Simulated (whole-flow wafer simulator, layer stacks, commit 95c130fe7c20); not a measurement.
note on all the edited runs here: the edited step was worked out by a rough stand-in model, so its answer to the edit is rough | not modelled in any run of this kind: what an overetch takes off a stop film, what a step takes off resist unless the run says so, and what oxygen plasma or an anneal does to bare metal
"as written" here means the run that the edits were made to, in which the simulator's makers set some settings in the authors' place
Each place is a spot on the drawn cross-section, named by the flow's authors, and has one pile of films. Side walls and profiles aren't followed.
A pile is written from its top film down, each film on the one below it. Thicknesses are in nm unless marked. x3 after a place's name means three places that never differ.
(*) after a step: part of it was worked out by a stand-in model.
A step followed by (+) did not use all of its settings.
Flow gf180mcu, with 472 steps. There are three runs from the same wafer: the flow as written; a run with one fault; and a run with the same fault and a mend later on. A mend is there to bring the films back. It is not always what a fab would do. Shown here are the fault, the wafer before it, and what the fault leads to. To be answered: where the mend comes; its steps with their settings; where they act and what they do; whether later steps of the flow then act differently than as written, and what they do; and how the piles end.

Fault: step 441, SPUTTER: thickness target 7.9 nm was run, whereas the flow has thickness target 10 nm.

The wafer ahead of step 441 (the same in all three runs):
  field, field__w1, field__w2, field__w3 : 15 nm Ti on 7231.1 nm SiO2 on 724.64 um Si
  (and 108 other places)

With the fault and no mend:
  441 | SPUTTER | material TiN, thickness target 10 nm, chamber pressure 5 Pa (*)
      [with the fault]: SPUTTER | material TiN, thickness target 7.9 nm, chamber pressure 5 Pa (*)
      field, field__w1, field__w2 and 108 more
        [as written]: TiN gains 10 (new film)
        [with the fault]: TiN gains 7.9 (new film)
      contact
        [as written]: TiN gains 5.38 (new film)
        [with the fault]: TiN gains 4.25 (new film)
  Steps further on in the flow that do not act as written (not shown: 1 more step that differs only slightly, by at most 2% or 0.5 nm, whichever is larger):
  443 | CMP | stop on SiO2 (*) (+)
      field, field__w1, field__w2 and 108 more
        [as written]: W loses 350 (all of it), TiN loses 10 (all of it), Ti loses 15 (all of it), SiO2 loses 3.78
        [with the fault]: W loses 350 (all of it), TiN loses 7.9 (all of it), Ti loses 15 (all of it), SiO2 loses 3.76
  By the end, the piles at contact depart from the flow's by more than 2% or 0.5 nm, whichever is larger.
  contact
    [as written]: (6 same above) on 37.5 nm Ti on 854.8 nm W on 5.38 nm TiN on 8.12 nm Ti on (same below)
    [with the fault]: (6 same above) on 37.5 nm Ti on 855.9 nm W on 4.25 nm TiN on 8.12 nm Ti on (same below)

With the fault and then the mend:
  After step 441 comes the mend.
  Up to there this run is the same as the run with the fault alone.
  441a | SPUTTER | material TiN, thickness target 2.1 nm, chamber pressure 5 Pa (*) (a further turn of the flow's step 441, with different settings)
      field, field__w1, field__w2 and 108 more
        TiN gains 2.1
      contact
        TiN gains 1.13
  Every later step of the flow that is run acts as written at every place that is followed.
  The piles end the same as the flow's at every place that both follow.
